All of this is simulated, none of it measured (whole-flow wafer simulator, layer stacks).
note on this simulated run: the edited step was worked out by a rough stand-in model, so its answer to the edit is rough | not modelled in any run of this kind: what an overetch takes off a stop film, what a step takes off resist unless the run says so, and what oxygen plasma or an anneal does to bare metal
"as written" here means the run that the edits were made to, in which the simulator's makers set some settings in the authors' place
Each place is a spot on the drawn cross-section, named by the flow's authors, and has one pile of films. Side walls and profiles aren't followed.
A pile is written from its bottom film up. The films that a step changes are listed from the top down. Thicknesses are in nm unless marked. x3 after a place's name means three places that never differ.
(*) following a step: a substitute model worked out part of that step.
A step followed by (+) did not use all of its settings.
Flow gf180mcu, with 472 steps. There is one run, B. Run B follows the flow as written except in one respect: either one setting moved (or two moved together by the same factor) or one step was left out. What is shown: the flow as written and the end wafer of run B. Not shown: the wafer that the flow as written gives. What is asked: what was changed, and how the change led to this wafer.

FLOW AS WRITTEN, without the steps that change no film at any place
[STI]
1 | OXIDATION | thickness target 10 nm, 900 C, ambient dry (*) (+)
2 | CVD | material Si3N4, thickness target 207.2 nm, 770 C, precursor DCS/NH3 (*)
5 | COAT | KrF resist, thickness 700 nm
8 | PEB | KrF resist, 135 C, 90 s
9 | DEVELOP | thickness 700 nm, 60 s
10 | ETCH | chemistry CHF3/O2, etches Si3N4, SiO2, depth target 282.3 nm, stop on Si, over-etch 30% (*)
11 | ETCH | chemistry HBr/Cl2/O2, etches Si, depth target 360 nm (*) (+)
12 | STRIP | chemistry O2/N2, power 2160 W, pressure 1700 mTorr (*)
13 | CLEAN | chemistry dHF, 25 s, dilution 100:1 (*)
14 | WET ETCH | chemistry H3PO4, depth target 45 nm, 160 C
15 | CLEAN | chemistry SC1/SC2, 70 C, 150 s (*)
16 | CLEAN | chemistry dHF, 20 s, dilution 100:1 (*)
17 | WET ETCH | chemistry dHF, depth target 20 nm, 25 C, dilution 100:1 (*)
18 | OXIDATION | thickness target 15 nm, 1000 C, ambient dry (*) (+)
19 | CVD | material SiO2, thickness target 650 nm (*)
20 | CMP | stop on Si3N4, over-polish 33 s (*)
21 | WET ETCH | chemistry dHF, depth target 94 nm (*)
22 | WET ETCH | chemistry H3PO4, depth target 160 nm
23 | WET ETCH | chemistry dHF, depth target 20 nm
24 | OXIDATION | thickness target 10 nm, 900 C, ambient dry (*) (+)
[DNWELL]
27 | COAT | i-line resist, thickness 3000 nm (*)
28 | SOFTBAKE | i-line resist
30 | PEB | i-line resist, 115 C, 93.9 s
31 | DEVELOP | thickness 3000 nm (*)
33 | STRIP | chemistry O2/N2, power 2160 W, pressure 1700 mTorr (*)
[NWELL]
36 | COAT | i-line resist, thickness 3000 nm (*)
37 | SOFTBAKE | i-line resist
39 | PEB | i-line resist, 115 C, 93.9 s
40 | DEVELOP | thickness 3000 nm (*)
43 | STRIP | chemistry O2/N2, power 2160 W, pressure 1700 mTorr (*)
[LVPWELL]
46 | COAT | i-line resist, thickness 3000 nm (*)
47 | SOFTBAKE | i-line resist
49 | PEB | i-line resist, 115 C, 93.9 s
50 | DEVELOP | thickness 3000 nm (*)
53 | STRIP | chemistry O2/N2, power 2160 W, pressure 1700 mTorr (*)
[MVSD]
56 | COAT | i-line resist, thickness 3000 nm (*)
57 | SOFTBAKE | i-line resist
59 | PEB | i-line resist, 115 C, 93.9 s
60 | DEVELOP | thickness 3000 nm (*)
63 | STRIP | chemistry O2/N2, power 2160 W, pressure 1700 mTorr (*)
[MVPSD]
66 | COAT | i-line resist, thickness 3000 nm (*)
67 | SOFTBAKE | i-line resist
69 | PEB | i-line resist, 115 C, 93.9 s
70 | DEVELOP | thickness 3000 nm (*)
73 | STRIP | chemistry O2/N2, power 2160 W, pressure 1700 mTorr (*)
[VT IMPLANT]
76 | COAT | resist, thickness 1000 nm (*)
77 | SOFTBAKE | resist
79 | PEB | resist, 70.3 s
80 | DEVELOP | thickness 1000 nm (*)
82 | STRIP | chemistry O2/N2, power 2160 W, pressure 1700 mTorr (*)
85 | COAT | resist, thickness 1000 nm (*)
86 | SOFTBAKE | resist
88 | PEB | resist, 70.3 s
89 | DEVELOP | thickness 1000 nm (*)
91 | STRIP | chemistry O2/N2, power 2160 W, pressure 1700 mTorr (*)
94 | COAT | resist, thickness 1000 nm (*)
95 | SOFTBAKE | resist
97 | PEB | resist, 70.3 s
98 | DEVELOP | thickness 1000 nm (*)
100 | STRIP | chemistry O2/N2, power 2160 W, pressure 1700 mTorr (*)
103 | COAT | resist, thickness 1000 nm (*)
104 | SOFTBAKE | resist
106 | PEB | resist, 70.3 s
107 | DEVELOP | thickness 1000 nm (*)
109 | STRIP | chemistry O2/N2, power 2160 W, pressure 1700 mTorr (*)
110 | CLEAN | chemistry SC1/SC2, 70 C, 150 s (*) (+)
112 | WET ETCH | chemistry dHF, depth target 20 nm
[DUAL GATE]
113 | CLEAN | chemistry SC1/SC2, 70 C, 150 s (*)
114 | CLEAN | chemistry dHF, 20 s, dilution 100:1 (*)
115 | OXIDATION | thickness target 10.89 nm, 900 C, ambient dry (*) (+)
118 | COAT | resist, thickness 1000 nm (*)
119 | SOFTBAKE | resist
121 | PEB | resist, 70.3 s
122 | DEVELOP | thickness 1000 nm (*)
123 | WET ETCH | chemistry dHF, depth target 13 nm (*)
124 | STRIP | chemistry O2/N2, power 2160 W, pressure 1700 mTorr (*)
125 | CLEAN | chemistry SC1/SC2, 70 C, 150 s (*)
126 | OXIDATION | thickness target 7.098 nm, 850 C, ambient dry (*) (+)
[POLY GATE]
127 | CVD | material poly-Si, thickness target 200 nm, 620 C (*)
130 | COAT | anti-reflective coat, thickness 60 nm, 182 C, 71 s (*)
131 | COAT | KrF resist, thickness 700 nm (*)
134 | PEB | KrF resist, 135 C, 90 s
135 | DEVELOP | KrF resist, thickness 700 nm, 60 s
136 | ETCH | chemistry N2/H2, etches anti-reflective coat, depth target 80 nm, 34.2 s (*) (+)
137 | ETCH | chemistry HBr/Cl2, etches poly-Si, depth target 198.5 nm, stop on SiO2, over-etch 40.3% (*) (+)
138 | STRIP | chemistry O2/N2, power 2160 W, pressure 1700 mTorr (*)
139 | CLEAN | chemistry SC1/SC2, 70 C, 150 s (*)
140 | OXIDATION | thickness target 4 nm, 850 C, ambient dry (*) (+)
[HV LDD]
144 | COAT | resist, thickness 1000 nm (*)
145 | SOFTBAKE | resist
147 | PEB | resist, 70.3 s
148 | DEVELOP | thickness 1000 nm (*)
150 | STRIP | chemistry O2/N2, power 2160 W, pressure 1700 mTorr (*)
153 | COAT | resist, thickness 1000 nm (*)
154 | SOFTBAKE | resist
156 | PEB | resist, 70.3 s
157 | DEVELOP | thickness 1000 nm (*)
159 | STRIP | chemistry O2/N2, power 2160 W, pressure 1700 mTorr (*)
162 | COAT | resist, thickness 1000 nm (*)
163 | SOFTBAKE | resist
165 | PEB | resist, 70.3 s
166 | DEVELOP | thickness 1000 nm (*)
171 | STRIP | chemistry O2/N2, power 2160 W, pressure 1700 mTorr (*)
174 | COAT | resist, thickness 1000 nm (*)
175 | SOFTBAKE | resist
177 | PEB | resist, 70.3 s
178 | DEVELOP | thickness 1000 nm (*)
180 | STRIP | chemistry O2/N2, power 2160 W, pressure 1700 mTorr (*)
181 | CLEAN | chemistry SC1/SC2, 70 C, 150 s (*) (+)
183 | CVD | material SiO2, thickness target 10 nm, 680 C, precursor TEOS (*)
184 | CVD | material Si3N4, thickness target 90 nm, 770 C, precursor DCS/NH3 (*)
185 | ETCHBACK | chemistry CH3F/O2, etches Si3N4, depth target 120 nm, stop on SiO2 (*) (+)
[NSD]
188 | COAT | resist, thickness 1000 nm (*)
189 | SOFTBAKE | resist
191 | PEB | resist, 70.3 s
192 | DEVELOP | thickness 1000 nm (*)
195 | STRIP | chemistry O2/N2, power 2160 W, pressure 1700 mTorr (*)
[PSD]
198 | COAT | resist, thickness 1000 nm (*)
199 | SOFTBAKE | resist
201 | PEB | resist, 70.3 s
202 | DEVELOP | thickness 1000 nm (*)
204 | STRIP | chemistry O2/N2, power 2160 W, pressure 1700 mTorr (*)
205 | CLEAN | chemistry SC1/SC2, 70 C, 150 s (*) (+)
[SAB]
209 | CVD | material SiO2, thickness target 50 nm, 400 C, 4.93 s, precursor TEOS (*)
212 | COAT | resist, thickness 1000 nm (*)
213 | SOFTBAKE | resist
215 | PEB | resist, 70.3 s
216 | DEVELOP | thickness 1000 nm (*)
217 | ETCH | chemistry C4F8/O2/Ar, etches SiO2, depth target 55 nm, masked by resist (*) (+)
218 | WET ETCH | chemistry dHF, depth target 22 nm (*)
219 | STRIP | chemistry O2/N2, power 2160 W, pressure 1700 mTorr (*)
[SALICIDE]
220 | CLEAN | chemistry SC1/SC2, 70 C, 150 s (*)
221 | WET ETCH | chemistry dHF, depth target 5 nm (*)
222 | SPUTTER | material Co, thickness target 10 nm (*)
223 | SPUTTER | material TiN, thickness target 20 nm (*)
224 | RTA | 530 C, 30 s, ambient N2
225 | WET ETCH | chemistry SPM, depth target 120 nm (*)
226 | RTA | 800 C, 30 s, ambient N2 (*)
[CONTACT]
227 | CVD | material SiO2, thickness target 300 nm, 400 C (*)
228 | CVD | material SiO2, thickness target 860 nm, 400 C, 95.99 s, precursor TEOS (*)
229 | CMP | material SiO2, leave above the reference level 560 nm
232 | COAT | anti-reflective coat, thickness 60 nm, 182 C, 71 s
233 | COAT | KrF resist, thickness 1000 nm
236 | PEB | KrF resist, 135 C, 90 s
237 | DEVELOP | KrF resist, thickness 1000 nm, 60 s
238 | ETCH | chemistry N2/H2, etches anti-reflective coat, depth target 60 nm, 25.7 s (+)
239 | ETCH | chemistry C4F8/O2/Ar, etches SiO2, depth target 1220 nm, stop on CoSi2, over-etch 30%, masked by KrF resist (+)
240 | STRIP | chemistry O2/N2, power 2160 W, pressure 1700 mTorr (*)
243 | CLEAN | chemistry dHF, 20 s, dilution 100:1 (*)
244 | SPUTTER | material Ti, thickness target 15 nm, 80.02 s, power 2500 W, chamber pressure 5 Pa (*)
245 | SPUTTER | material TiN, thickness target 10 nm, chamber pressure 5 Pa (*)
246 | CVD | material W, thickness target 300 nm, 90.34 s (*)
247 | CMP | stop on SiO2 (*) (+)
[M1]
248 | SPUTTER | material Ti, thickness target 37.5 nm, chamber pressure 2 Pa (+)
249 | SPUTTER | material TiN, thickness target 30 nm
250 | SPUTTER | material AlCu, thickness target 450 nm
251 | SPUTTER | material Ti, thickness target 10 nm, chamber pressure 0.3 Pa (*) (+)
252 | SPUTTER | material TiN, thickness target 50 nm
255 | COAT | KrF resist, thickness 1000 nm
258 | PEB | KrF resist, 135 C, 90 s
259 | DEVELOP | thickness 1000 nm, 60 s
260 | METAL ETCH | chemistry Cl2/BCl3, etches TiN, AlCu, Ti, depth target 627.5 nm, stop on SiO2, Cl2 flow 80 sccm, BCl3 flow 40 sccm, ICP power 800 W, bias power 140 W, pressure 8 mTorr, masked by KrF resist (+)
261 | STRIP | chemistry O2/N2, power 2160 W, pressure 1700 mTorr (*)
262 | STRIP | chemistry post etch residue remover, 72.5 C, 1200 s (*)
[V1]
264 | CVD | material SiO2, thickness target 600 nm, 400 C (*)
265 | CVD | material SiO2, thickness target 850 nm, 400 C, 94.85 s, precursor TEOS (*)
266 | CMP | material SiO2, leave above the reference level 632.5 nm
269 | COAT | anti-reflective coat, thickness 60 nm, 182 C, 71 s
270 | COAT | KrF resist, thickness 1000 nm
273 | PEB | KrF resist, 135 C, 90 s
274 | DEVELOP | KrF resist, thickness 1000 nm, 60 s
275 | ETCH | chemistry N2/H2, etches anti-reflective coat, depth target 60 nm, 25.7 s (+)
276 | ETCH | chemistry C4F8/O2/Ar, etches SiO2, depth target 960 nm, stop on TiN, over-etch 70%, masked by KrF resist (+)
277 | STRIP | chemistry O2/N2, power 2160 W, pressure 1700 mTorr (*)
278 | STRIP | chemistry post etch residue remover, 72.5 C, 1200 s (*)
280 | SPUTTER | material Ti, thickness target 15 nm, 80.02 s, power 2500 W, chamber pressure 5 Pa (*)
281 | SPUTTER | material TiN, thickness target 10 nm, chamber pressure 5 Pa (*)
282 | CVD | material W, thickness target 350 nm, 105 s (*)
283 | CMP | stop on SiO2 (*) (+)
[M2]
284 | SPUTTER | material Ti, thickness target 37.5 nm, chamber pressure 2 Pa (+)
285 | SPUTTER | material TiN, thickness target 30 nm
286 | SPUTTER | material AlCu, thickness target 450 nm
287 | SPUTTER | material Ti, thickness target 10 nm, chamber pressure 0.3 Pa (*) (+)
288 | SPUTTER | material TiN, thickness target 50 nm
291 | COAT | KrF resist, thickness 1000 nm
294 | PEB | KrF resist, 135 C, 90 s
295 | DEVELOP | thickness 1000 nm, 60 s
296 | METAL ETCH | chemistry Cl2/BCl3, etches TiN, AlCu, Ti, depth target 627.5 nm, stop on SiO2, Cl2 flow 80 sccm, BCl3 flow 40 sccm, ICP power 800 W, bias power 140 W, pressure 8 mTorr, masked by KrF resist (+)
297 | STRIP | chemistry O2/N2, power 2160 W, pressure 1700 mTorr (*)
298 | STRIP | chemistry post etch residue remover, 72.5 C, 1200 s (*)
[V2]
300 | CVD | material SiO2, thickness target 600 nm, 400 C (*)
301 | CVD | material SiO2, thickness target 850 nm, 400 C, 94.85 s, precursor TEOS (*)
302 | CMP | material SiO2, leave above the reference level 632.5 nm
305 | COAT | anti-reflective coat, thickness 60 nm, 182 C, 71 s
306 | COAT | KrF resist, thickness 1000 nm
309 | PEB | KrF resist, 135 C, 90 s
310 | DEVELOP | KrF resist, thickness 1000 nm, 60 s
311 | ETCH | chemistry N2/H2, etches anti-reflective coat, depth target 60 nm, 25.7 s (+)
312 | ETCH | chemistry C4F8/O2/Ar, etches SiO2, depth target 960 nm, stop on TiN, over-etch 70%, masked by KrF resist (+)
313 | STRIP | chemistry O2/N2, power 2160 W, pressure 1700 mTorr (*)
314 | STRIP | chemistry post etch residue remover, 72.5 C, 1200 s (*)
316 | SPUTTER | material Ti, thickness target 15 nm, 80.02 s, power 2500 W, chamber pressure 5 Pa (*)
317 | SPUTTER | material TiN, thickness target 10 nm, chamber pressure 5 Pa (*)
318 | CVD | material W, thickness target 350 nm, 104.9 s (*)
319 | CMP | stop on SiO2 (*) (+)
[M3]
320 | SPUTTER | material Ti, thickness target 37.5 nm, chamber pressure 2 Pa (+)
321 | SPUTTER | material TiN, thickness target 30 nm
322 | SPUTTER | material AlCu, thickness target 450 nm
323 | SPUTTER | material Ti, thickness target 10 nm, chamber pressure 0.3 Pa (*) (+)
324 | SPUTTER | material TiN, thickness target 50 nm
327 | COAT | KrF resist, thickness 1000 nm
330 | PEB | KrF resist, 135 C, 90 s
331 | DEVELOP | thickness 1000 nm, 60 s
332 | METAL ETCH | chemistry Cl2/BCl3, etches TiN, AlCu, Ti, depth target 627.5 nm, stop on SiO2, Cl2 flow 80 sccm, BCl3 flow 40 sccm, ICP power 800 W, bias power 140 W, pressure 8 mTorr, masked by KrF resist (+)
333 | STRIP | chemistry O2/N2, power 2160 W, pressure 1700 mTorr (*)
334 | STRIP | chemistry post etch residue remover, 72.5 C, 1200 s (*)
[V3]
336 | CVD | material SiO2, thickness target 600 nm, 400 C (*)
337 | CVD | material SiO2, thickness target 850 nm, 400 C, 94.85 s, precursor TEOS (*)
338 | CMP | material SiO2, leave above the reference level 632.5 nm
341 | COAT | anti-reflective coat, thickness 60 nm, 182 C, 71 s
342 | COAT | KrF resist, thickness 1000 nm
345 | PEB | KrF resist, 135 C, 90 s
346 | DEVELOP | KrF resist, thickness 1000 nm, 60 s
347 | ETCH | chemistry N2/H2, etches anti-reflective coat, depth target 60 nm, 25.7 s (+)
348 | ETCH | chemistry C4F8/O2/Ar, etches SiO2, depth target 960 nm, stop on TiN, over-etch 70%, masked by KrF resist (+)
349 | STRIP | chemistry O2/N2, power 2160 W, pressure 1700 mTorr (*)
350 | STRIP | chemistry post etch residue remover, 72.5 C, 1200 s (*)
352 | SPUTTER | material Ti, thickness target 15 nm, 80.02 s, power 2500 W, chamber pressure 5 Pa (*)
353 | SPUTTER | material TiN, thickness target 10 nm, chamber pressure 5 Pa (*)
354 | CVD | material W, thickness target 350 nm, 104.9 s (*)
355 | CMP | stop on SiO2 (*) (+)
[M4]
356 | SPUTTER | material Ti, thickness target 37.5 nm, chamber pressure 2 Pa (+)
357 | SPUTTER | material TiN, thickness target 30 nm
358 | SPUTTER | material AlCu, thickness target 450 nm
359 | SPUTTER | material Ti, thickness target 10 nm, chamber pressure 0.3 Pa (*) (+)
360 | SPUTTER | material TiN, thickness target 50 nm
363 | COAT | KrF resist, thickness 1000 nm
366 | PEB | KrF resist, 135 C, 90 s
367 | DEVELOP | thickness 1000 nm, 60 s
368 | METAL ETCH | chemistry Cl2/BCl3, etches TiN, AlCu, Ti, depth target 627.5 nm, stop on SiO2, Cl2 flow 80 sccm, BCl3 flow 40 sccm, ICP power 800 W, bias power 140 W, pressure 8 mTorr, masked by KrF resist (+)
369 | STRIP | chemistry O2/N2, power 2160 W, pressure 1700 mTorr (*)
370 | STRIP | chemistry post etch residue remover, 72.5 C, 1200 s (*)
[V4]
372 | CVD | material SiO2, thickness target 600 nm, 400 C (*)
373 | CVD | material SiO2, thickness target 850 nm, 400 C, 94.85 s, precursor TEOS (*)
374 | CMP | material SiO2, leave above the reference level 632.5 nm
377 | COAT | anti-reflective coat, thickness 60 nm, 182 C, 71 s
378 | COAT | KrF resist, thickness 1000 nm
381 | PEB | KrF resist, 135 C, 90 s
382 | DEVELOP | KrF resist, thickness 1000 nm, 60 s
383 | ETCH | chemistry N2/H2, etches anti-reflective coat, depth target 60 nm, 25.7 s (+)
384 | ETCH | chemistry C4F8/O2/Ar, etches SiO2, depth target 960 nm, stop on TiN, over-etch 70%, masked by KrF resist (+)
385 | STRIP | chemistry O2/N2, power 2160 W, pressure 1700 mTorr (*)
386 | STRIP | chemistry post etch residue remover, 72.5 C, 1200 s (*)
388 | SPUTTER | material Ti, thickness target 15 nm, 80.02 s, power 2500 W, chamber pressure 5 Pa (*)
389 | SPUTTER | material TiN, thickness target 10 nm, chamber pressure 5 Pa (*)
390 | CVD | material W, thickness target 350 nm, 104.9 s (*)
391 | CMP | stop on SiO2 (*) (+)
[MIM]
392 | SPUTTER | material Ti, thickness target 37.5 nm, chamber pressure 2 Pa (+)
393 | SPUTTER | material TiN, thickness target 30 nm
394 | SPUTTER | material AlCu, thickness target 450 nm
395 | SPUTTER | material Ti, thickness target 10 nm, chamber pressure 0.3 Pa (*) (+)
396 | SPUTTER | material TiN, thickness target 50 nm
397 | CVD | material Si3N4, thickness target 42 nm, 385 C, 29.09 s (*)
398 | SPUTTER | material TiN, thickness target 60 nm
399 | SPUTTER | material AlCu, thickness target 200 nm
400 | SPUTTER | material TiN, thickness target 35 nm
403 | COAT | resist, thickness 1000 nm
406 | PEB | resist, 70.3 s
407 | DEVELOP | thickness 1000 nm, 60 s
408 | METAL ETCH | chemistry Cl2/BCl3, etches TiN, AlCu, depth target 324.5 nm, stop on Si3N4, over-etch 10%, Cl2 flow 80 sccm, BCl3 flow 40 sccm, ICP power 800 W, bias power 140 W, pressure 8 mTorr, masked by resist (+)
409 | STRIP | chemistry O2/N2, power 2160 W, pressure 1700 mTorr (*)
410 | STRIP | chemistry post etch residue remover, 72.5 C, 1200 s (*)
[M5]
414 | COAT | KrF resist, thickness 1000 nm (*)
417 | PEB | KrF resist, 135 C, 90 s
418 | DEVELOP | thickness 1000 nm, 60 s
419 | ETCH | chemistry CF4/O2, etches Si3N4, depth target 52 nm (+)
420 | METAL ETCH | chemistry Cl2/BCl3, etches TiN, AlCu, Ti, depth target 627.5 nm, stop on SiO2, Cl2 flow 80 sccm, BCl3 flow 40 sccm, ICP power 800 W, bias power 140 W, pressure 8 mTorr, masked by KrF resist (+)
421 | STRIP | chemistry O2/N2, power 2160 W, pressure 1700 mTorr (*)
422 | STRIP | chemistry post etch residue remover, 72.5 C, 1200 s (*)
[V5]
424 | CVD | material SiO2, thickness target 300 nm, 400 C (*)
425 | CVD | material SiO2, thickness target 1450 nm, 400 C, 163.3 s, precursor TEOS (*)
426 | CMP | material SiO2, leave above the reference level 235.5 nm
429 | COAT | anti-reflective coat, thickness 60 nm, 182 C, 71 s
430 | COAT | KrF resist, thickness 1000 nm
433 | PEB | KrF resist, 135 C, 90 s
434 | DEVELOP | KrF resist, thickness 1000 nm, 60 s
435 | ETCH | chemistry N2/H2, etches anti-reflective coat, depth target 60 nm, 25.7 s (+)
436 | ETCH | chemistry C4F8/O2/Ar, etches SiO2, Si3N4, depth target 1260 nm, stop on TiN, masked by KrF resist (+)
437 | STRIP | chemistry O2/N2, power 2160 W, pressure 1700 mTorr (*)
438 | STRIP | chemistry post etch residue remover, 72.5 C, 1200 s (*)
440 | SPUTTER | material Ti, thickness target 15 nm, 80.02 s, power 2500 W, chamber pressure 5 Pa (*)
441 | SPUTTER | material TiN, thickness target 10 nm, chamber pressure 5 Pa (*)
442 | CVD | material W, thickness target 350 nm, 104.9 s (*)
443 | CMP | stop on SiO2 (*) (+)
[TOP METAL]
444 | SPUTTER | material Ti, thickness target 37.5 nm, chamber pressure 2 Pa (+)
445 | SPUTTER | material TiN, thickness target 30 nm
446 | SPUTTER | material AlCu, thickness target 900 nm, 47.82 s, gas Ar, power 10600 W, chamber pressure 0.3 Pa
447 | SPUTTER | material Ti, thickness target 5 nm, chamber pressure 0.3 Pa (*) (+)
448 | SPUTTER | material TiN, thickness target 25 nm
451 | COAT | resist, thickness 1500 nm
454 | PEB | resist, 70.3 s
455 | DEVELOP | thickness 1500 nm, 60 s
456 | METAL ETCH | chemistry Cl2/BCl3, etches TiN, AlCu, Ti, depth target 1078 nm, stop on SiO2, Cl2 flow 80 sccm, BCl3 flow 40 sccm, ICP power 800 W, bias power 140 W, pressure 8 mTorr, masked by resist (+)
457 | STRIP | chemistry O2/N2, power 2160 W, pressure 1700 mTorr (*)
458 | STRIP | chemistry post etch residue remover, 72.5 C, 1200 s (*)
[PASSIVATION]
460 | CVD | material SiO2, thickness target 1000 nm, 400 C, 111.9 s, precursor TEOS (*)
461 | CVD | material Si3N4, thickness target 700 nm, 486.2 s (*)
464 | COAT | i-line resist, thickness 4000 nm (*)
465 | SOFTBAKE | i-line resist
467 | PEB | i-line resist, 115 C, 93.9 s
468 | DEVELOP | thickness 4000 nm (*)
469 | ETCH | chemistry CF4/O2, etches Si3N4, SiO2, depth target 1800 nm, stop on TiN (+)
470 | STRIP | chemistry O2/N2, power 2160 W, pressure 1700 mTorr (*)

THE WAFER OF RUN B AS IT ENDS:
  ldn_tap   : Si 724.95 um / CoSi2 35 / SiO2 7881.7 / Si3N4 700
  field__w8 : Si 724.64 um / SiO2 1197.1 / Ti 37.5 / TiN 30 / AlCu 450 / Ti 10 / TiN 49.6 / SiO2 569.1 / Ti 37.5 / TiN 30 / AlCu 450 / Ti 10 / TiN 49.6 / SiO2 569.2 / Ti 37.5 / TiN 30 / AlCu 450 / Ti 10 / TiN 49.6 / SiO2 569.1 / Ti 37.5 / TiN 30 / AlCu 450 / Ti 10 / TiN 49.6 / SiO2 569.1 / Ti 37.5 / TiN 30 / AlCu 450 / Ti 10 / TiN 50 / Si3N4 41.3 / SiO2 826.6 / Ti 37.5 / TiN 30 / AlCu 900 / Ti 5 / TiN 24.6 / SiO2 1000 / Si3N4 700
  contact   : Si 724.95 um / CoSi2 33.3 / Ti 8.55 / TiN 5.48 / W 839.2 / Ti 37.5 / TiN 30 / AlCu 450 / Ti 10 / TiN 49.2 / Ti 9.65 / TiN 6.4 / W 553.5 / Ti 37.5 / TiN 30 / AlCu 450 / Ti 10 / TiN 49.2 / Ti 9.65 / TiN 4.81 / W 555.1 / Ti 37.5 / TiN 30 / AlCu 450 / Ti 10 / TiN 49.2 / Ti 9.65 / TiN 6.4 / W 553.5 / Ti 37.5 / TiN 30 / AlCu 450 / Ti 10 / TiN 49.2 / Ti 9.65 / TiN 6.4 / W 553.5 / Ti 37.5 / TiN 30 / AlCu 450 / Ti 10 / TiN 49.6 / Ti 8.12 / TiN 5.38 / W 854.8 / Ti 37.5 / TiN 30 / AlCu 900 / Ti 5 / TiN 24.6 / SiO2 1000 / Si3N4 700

The reason: step 317, SPUTTER: thickness target 7.5 nm was run, whereas the flow has thickness target 10 nm.

How this came from the change, step by step:
  317 | SPUTTER | material TiN, thickness target 10 nm, chamber pressure 5 Pa (*)
      field, field__w1, field__w2 and 107 more: TiN gains 7.5 (new film) (it would be, as written: TiN gains 10 (new film))
      contact: TiN gains 4.81 (new film) (it would be, as written: TiN gains 6.4 (new film))
  319 | CMP | stop on SiO2 (*) (+)
      field, field__w1, field__w2 and 107 more: W loses 350 (all of it), TiN loses 7.5 (all of it), Ti loses 15 (all of it), SiO2 loses 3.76 (it would be, as written: W loses 350 (all of it), TiN loses 10 (all of it), Ti loses 15 (all of it), SiO2 loses 3.78)
